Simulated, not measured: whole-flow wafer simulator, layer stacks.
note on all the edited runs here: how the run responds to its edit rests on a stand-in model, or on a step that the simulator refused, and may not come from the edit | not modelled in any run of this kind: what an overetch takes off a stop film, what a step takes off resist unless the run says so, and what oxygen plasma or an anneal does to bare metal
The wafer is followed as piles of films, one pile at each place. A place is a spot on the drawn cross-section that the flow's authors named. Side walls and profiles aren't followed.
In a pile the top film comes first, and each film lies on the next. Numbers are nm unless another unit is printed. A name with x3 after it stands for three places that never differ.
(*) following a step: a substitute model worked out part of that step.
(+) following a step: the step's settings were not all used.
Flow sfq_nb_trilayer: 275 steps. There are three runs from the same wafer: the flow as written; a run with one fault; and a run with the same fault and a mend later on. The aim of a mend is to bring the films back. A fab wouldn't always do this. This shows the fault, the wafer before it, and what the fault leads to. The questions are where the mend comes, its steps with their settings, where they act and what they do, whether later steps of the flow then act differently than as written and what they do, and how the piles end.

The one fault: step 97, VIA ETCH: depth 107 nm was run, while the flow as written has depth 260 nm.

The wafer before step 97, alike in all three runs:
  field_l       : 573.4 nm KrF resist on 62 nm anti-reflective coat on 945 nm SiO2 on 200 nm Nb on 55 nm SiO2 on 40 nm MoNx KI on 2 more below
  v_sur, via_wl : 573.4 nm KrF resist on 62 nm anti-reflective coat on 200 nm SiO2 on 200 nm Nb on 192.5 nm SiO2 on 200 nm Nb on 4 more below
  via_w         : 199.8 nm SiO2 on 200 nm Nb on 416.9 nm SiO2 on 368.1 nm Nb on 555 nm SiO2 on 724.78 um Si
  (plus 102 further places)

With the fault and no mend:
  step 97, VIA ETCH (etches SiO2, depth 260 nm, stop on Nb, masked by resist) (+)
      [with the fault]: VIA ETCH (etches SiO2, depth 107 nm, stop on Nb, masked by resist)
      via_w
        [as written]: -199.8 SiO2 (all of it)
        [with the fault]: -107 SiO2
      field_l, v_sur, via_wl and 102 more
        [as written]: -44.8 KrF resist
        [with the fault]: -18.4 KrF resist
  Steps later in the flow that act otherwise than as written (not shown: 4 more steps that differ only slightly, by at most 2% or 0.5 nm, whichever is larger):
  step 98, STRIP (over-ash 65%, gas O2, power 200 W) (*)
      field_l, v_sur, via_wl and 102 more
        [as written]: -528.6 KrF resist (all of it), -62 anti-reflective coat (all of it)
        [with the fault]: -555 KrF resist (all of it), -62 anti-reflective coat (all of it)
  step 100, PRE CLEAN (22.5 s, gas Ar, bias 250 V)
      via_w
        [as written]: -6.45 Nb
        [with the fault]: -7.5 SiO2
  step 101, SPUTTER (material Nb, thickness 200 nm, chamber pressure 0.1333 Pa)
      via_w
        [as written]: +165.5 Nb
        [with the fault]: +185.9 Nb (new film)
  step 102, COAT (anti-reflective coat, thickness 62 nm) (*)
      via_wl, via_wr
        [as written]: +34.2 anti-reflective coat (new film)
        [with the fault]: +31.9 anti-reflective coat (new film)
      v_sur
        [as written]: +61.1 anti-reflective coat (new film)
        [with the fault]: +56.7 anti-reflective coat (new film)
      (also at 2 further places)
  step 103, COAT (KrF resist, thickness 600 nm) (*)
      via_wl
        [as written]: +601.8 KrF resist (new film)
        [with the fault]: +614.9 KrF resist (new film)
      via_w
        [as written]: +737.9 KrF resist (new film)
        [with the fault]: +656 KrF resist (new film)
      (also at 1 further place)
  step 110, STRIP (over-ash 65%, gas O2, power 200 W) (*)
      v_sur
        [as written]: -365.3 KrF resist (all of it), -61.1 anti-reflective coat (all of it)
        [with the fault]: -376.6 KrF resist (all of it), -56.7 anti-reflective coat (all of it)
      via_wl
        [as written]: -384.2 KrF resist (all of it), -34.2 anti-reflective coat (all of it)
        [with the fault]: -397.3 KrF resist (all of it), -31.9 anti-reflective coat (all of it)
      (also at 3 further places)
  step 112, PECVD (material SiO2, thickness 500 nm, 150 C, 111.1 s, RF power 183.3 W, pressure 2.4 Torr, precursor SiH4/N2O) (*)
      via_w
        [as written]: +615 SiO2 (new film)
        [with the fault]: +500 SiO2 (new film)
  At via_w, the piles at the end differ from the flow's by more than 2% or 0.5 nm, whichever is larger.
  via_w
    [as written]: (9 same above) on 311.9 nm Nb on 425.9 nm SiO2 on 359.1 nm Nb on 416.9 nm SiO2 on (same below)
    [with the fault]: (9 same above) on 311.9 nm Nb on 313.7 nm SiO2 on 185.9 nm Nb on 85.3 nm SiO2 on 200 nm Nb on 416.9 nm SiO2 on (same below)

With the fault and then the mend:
  The mend follows step 98.
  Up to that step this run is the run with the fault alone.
  step 98a, COAT (anti-reflective coat, thickness 62 nm) (*) (a further turn of the flow's step 90)
      p4_fl x3, p4_w1 x9, p4_g1 x2 and 63 more
        +62 anti-reflective coat (new film)
      be_sur, gap, jj_sur and 17 more
        +61.9 anti-reflective coat (new film)
      field_l, via_v
        +61.7 anti-reflective coat (new film)
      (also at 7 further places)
  step 98b, COAT (KrF resist, thickness 650 nm) (*) (a further turn of the flow's step 91)
      p4_fl x3, p4_w1 x9, p4_g1 x2 and 63 more
        +650 KrF resist (new film)
      res, r_end, moat and 8 more
        +649.7 KrF resist (new film)
      ce_l, c5j, ce_r
        +649.5 KrF resist (new film)
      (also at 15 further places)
  step 98c, SOFTBAKE (KrF resist) (a further turn of the flow's step 92)
      leaves every film unchanged at each place that is followed
  step 98d, EXPOSE (photomask I2, dose 11.91 mJ/cm2, NA 0.6, wavelength 248 nm) (*) (a further turn of the flow's step 93)
      leaves every film unchanged at each place that is followed
  step 98e, PEB (KrF resist, 90 s) (a further turn of the flow's step 94)
      be_sur, gap, jj_sur and 94 more
        -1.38 KrF resist
      field_l, v_sur, via_sp, via_v, wire, be
        -1.37 KrF resist
      via_wl, via_wr
        -1.41 KrF resist
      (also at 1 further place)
  step 98f, DEVELOP (KrF resist, thickness 650 nm, 60 s) (a further turn of the flow's step 95)
      field_l, v_sur, via_wl and 102 more
        -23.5 KrF resist
      via_w
        -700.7 KrF resist (all of it)
  step 98g, VIA ETCH (etches anti-reflective coat, depth 125 nm, masked by resist) (+) (a further turn of the flow's step 96)
      field_l, v_sur, via_wl and 102 more
        -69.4 KrF resist
      via_w
        -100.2 anti-reflective coat (all of it), -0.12 SiO2
  step 98h, VIA ETCH (etches SiO2, depth 153 nm, stop on Nb, masked by resist) (+) (a further turn of the flow's step 97, with different settings)
      field_l, v_sur, via_wl and 102 more
        -24 KrF resist
      via_w
        -92.7 SiO2 (all of it)
  step 98i, STRIP (over-ash 65%, gas O2, power 200 W) (*) (a further turn of the flow's step 98)
      p4_fl x3, p4_w1 x9, p4_g1 x2 and 63 more
        -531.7 KrF resist (all of it), -62 anti-reflective coat (all of it)
      r_end, moat, field_r and 7 more
        -531.4 KrF resist (all of it), -61.9 anti-reflective coat (all of it)
      c5j, ce_r, sp_r
        -531.2 KrF resist (all of it), -61.9 anti-reflective coat (all of it)
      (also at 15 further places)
  Later steps of the flow that are run all act as written at every place that is followed.
  By the end, the piles equal the flow's at every place that both follow.
